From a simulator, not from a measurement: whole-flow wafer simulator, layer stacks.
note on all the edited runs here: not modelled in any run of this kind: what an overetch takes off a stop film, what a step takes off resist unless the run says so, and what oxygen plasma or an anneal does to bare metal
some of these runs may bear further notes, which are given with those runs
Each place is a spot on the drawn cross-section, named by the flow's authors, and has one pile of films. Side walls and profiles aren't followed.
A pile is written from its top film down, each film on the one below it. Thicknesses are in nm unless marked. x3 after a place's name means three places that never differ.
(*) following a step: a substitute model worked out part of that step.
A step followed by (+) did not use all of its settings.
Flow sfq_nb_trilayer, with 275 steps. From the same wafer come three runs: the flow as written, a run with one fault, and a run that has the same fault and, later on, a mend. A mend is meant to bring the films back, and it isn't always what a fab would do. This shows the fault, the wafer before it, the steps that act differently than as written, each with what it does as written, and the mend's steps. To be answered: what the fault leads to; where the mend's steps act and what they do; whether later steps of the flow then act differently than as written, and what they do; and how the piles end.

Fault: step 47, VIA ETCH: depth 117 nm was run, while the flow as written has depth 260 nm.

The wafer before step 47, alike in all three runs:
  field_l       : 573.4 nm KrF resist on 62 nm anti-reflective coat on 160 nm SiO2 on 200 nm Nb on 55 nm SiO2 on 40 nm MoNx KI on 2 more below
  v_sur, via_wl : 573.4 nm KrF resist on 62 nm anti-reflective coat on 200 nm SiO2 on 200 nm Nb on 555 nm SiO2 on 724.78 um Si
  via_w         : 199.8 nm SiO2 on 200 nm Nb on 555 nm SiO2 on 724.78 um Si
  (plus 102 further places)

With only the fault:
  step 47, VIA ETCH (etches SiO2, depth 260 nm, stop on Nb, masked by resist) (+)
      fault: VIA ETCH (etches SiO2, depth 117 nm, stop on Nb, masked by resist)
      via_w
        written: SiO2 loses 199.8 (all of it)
        fault: SiO2 loses 117
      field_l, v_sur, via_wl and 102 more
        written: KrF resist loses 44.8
        fault: KrF resist loses 20.2
  Steps later in the flow that act otherwise than as written (3 more steps, not shown, differ only slightly: by at most 2% or 0.5 nm, whichever is larger):
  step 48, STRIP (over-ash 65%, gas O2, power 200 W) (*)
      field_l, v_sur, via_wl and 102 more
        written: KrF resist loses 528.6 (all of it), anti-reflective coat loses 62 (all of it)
        fault: KrF resist loses 553.3 (all of it), anti-reflective coat loses 62 (all of it)
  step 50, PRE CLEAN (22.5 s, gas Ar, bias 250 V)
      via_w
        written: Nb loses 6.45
        fault: SiO2 loses 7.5
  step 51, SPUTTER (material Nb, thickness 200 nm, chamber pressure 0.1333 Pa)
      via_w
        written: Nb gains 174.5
        fault: Nb gains 190.8 (new film)
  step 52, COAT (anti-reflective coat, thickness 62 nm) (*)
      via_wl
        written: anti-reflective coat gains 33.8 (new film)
        fault: anti-reflective coat gains 38.7 (new film)
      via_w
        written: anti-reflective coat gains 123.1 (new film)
        fault: anti-reflective coat gains 104.7 (new film)
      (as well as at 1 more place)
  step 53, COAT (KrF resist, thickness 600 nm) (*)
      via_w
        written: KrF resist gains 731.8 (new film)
        fault: KrF resist gains 665.5 (new film)
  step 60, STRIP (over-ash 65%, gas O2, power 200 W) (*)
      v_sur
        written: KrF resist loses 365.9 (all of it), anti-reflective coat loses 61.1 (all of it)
        fault: KrF resist loses 373.6 (all of it), anti-reflective coat loses 60.4 (all of it)
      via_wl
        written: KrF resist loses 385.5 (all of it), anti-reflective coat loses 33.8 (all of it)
        fault: KrF resist loses 391 (all of it), anti-reflective coat loses 38.7 (all of it)
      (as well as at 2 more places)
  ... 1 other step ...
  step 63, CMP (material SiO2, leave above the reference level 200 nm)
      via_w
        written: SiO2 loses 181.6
        fault: SiO2 loses 173.7
  At via_w, the piles at the end differ from the flow's by more than 2% or 0.5 nm, whichever is larger.
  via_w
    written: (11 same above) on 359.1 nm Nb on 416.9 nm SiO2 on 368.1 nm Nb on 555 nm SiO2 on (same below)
    fault: (11 same above) on 359.1 nm Nb on 318.8 nm SiO2 on 190.8 nm Nb on 75.3 nm SiO2 on 200 nm Nb on 555 nm SiO2 on (same below)

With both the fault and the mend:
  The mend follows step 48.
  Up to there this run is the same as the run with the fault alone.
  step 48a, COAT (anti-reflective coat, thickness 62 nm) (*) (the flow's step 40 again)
      p4_fl x3, p4_w1 x9, p4_g1 x2 and 63 more
        anti-reflective coat gains 62 (new film)
      gap, jj_sur, ce_l and 16 more
        anti-reflective coat gains 61.9 (new film)
      wire, be, be_sur
        anti-reflective coat gains 61.8 (new film)
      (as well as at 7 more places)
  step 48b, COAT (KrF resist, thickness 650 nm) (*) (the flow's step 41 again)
      p4_fl x3, p4_w1 x9, p4_g1 x2 and 63 more
        KrF resist gains 650 (new film)
      r_end, moat, field_r and 7 more
        KrF resist gains 649.7 (new film)
      c5j, ce_r, sp_r
        KrF resist gains 649.5 (new film)
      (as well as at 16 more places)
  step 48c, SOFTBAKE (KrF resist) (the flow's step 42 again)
      leaves every film unchanged at each place that is followed
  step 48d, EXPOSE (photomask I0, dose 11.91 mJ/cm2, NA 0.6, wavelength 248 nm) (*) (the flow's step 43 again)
      leaves every film unchanged at each place that is followed
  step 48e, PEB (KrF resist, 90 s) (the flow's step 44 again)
      be_sur, gap, jj_sur and 94 more
        KrF resist loses 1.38
      field_l, v_sur, via_v, wire, be
        KrF resist loses 1.37
      via_wl, via_wr
        KrF resist loses 1.41
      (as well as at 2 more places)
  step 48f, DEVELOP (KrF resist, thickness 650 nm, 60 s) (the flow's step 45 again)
      field_l, v_sur, via_wl and 102 more
        KrF resist loses 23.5
      via_w
        KrF resist loses 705 (all of it)
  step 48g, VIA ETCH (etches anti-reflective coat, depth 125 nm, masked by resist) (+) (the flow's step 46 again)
      field_l, v_sur, via_wl and 102 more
        KrF resist loses 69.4
      via_w
        anti-reflective coat loses 105 (all of it), SiO2 loses 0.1
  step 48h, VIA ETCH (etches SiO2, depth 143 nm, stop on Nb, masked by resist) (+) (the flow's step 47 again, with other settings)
      field_l, v_sur, via_wl and 102 more
        KrF resist loses 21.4
      via_w
        SiO2 loses 82.7 (all of it)
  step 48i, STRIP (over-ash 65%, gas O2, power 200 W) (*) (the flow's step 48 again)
      p4_fl x3, p4_w1 x9, p4_g1 x2 and 63 more
        KrF resist loses 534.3 (all of it), anti-reflective coat loses 62 (all of it)
      field_r, lsp_l, ln_m5, lsp_m, ln_m6, lsp_r, l0_sur, l0v
        KrF resist loses 534 (all of it), anti-reflective coat loses 61.9 (all of it)
      r_sur, res, r_end, moat
        KrF resist loses 533.9 (all of it), anti-reflective coat loses 61.9 (all of it)
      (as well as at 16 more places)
  Every later step of the flow that is run acts as written, at every place that is followed, to within 2% or 0.5 nm, whichever is larger.
  The piles end only slightly different from the flow's at the places that both follow, by no more than 2% or 0.5 nm, whichever is larger.
